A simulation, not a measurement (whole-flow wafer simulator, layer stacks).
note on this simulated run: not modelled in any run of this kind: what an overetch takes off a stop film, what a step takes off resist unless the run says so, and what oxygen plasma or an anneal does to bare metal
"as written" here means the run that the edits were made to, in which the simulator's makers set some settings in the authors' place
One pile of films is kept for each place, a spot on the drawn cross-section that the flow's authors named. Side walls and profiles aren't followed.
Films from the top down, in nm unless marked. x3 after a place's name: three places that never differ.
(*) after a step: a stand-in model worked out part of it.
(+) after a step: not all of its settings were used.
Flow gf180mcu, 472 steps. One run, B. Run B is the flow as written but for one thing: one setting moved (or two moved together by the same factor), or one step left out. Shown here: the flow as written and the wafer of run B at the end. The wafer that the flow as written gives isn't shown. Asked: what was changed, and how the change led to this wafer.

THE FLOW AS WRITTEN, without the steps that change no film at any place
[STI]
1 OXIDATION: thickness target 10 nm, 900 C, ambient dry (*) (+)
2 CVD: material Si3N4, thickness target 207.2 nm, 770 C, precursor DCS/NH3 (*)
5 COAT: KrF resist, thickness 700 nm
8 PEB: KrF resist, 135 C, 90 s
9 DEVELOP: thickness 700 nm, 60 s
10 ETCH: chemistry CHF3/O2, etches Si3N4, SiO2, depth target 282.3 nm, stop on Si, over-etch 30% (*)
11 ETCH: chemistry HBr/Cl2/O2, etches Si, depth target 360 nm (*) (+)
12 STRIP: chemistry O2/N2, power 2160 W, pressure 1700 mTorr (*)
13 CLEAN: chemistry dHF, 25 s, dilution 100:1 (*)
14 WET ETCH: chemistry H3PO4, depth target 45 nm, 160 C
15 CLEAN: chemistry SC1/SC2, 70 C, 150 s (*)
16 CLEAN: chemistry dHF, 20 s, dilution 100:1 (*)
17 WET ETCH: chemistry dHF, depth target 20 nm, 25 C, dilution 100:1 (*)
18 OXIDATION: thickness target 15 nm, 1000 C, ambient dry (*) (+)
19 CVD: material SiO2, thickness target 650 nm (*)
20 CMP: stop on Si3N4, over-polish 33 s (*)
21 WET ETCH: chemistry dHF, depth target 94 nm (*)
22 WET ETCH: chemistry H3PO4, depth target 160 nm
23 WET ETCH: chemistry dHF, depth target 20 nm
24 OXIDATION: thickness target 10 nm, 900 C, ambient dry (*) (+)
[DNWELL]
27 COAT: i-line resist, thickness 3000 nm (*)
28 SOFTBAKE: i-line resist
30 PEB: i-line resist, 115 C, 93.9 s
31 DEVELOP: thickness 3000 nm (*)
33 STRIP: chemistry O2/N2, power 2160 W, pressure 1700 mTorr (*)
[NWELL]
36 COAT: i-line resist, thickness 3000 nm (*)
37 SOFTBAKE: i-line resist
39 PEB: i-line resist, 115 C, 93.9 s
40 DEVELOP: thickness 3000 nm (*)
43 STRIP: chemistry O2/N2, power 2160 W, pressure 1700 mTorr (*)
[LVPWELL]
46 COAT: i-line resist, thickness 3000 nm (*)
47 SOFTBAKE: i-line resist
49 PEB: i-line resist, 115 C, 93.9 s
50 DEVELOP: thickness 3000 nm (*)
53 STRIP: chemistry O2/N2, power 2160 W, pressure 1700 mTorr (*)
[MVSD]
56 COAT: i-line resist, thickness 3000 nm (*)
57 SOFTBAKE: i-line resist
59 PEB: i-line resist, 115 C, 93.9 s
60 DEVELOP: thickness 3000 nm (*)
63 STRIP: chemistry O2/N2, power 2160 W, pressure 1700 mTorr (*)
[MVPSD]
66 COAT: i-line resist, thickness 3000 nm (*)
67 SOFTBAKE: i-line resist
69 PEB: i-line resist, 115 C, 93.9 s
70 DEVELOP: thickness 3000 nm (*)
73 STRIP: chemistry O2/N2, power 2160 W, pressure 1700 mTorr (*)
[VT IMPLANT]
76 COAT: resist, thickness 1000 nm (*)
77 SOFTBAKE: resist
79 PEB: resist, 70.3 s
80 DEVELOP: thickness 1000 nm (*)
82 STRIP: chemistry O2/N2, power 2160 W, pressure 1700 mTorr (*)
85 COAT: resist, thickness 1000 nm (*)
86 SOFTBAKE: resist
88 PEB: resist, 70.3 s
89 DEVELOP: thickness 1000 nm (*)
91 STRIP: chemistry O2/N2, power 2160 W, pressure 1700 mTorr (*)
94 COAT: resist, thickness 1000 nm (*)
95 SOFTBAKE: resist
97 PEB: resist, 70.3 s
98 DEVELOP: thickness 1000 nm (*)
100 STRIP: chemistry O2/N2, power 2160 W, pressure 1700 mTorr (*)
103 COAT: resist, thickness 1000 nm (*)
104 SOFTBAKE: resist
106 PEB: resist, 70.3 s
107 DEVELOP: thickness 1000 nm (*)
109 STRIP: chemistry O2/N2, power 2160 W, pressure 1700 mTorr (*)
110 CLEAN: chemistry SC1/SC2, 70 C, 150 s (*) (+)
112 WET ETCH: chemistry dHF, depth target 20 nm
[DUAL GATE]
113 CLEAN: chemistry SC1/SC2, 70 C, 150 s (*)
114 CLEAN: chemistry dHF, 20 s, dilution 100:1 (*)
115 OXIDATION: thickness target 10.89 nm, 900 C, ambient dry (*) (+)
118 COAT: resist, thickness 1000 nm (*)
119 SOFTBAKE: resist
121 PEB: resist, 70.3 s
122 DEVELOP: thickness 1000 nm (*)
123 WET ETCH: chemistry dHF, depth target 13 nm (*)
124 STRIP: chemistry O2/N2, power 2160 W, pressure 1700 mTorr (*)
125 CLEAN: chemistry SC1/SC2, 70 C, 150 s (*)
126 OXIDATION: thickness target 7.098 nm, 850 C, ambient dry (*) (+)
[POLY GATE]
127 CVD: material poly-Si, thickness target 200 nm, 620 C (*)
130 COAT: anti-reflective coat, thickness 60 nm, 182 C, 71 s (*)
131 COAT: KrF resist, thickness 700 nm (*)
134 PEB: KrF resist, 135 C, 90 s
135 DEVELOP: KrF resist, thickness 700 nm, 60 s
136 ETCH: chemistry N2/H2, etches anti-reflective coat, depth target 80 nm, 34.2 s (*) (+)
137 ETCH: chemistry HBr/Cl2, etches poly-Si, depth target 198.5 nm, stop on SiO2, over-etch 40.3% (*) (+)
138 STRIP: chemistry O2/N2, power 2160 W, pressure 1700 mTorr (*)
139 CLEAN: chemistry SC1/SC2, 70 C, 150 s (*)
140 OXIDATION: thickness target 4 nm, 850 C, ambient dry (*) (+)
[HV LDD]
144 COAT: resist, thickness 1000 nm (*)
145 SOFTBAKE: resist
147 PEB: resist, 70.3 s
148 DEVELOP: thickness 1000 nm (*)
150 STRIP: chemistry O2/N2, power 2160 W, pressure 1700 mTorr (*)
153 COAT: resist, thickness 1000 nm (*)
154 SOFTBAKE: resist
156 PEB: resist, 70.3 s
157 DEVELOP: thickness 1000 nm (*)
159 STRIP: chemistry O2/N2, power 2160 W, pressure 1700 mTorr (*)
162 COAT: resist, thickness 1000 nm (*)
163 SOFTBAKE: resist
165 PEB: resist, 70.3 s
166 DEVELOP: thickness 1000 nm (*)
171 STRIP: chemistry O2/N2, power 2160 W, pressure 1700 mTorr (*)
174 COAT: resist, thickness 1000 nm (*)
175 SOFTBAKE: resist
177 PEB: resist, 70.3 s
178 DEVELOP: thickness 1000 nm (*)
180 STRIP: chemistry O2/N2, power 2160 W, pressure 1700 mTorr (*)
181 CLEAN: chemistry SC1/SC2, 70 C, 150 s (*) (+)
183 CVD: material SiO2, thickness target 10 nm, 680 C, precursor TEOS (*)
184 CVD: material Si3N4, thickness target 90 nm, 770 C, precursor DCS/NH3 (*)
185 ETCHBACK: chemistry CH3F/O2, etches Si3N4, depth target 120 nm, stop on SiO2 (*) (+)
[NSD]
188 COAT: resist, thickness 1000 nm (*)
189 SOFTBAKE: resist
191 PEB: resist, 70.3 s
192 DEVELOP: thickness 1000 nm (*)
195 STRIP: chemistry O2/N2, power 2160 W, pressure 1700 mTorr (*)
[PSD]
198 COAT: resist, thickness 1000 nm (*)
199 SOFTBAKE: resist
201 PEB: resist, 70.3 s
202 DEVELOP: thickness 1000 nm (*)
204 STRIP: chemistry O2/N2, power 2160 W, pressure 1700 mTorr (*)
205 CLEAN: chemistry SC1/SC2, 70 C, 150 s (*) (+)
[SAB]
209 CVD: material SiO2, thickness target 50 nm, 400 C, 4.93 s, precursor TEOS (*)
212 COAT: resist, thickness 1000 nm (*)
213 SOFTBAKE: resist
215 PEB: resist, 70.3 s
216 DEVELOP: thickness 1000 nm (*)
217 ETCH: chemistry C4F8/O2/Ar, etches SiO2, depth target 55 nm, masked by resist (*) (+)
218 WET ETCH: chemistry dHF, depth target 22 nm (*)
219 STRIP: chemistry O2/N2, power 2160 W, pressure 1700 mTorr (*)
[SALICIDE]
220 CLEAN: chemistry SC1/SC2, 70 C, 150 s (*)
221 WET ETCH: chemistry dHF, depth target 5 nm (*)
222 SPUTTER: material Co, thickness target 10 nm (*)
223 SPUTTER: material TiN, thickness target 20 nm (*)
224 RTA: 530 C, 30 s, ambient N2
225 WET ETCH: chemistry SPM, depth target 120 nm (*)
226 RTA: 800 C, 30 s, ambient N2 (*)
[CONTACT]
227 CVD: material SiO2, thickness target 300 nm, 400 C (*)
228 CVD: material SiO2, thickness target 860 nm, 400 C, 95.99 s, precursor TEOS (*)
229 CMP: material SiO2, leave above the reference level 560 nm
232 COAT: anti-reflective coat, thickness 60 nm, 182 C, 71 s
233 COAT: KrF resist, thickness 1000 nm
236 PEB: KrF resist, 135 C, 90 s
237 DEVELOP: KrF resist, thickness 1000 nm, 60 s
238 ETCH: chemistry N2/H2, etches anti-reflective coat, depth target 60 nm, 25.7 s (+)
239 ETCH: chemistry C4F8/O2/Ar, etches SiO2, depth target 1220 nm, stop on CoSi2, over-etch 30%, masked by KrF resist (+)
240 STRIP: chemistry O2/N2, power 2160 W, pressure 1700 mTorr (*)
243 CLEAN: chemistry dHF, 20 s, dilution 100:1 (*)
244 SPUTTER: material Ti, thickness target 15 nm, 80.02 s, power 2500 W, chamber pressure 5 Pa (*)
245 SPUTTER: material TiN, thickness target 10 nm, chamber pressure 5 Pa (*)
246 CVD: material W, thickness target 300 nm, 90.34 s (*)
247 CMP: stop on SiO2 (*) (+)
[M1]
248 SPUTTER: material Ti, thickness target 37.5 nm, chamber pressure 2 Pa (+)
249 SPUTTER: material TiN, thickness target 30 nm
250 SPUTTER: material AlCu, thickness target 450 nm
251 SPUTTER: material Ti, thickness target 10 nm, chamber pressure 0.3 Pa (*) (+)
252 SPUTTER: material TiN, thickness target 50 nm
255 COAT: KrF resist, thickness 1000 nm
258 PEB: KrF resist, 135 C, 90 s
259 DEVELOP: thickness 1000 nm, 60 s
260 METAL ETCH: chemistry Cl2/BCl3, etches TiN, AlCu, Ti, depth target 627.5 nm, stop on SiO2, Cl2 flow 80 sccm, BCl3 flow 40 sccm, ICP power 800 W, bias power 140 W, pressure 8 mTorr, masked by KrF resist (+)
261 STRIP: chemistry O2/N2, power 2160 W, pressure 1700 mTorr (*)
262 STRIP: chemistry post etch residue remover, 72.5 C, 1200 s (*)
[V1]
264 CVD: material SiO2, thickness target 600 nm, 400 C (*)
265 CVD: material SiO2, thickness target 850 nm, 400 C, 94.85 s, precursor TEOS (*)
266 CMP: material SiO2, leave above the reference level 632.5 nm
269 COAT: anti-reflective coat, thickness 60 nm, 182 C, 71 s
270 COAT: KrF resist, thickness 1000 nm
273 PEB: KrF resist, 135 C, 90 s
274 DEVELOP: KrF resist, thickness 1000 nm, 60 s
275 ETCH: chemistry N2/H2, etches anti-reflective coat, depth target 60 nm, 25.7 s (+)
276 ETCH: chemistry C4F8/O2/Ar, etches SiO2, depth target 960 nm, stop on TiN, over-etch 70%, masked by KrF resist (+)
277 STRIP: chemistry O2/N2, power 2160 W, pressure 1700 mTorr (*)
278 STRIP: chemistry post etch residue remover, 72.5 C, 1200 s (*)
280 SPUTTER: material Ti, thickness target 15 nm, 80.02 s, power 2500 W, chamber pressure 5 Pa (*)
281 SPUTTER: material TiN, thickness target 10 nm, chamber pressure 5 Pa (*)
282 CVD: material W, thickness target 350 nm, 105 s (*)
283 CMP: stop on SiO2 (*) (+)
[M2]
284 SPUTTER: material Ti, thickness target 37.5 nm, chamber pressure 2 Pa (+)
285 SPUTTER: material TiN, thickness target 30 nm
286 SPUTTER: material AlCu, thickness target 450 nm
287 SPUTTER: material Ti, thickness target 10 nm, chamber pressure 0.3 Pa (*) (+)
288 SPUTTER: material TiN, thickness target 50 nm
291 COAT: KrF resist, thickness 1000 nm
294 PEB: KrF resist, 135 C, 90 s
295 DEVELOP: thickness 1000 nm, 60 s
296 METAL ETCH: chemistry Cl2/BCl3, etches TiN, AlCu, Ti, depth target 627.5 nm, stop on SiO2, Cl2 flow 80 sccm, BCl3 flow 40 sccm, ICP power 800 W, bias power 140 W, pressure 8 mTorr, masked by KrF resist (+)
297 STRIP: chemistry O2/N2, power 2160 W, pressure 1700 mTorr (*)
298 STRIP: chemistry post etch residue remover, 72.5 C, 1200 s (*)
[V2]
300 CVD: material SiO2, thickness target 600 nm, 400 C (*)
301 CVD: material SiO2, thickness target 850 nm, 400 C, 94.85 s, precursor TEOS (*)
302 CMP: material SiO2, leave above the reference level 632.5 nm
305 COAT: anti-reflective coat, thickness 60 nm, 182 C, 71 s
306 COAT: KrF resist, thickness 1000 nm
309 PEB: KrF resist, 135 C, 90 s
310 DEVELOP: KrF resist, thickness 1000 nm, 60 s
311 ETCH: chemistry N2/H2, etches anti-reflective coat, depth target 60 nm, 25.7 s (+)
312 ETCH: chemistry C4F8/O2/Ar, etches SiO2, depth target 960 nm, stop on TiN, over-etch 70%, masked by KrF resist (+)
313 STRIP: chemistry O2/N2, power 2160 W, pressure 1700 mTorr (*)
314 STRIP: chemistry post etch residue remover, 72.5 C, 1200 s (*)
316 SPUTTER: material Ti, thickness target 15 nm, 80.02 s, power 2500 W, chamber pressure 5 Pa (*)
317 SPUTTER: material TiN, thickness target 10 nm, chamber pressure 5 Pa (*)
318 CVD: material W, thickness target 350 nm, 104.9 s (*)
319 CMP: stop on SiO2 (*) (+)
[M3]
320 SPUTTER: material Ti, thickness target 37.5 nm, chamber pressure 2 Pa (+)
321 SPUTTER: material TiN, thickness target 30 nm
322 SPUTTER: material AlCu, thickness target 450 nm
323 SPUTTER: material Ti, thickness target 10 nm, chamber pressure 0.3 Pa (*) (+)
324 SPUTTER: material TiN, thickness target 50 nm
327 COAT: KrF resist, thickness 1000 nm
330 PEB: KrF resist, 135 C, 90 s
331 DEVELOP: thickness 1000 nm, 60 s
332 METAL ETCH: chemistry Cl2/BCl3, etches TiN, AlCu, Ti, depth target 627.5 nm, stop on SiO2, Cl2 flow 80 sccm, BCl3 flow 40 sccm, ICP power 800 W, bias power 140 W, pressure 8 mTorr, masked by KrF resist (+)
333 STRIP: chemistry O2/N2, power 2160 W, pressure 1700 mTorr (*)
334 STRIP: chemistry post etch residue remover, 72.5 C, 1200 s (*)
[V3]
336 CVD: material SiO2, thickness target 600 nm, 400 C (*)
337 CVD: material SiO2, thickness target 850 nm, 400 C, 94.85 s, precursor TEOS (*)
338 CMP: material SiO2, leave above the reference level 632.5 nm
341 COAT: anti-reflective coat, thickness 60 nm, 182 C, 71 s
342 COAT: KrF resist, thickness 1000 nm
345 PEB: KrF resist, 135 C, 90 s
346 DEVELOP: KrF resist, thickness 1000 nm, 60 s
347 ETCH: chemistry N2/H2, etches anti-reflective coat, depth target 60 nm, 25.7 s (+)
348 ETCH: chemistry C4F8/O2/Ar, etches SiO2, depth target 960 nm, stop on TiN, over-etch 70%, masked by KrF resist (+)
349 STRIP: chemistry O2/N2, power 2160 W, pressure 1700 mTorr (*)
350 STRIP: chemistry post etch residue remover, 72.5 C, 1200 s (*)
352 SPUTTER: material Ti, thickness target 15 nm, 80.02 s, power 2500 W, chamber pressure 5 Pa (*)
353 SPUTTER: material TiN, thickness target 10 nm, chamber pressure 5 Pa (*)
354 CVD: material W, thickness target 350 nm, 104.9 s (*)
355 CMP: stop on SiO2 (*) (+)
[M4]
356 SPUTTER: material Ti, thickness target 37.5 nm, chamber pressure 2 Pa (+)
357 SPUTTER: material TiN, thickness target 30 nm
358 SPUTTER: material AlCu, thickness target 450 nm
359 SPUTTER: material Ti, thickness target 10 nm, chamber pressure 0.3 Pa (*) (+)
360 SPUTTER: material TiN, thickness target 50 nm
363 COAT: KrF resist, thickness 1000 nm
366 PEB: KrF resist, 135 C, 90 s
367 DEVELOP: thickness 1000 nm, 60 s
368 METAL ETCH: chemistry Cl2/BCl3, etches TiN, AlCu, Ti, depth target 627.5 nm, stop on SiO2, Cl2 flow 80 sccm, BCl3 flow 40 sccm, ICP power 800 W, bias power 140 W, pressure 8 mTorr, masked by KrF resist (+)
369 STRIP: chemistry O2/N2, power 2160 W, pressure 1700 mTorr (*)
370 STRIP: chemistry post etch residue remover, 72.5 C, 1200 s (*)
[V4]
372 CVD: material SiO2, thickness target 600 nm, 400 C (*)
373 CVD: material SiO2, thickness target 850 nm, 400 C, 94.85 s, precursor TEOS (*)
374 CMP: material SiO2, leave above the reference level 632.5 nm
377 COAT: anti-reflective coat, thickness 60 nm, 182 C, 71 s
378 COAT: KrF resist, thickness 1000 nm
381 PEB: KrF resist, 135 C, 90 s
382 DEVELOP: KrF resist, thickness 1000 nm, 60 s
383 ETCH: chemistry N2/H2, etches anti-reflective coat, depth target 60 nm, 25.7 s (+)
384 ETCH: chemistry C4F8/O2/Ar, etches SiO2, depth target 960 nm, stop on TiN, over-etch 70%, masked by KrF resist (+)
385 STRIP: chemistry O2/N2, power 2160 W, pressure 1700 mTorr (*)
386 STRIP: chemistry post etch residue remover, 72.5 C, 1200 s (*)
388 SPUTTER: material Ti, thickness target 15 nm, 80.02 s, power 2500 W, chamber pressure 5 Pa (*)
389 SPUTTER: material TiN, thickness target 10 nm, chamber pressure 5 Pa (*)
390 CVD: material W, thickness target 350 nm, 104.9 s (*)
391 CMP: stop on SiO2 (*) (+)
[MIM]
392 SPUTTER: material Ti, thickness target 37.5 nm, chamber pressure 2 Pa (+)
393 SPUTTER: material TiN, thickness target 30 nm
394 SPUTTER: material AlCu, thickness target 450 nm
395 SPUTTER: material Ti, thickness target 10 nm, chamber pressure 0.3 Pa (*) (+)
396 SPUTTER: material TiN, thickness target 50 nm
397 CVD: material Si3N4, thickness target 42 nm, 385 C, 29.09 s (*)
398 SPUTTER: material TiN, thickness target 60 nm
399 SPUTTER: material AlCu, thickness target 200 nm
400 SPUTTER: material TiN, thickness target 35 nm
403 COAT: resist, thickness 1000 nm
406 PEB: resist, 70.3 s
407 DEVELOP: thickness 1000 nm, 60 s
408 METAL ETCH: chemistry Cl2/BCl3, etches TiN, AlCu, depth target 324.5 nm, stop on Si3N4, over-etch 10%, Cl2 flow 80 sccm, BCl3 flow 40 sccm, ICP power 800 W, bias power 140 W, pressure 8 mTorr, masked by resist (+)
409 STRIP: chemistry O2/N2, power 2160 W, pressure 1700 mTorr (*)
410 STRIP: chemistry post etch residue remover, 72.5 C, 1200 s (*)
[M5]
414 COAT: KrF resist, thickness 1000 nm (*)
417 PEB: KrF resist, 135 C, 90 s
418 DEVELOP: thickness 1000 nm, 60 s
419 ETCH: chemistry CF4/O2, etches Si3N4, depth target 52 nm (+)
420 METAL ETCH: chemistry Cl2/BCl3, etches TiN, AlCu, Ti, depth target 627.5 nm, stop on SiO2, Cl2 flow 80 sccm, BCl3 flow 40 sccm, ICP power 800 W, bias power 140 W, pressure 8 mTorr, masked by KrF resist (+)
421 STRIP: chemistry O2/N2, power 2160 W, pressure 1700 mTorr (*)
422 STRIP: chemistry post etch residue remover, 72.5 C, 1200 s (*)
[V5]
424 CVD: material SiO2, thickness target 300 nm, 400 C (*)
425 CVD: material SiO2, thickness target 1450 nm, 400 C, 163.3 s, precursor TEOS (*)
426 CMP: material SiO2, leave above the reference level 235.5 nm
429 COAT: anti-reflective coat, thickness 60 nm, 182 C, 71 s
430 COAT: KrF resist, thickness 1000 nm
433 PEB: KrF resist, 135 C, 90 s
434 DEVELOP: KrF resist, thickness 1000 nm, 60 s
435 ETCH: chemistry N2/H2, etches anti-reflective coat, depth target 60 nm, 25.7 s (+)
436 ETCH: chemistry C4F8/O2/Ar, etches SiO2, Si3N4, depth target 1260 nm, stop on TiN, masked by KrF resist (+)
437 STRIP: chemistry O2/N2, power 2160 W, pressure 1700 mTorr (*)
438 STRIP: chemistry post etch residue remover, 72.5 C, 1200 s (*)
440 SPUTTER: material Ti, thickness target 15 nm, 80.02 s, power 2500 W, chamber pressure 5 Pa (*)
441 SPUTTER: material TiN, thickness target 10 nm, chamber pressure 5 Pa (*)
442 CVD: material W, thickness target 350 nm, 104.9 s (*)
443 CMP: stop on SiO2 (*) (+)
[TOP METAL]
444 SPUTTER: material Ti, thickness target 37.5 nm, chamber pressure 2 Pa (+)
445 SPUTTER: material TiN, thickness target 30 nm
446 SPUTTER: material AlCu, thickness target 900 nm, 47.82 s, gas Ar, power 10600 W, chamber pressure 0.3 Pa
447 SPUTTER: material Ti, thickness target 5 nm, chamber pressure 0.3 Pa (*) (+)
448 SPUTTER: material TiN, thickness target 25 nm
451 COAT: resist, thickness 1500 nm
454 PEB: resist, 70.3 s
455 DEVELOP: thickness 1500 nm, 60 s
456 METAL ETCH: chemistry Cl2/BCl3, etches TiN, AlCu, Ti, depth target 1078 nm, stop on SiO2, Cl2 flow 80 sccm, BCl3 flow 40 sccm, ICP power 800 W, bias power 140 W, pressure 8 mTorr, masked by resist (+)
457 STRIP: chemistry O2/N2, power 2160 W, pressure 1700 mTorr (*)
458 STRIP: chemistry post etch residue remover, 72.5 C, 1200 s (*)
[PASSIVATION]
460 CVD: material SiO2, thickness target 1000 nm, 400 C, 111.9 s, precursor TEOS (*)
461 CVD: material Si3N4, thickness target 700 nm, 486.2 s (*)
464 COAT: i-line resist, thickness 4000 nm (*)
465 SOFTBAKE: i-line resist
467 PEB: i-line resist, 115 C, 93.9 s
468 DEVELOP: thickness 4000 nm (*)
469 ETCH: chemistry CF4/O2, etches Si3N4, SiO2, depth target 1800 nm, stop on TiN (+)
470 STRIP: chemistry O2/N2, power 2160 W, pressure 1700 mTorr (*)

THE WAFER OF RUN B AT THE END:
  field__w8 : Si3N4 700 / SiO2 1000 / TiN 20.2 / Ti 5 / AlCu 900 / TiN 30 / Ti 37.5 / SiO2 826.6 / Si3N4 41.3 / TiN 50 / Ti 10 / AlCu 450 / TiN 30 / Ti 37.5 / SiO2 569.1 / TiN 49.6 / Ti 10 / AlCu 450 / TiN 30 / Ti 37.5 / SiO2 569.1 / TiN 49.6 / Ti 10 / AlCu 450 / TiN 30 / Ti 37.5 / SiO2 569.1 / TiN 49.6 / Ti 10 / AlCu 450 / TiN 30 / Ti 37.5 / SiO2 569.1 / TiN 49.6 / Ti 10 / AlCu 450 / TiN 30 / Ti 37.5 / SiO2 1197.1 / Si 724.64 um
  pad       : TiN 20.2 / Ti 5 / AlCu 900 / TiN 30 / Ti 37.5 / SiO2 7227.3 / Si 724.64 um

The cause: step 448, SPUTTER: thickness target 20.6 nm was run, where the flow has thickness target 25 nm.

How the change led to this, step by step:
  448 SPUTTER: material TiN, thickness target 25 nm
      field, field__w1, field__w2 and 109 more: TiN +20.6 (new film) (as written it would be: TiN +25 (new film))
  456 METAL ETCH: chemistry Cl2/BCl3, etches TiN, AlCu, Ti, depth target 1078 nm, stop on SiO2, Cl2 flow 80 sccm, BCl3 flow 40 sccm, ICP power 800 W, bias power 140 W, pressure 8 mTorr, masked by resist (+)
      field, field__w1, field__w2 and 103 more: TiN -20.6 (all of it), Ti -5 (all of it), AlCu -900 (all of it), TiN -30 (all of it), Ti -37.5 (all of it) (as written it would be: TiN -25 (all of it), Ti -5 (all of it), AlCu -900 (all of it), TiN -30 (all of it), Ti -37.5 (all of it))
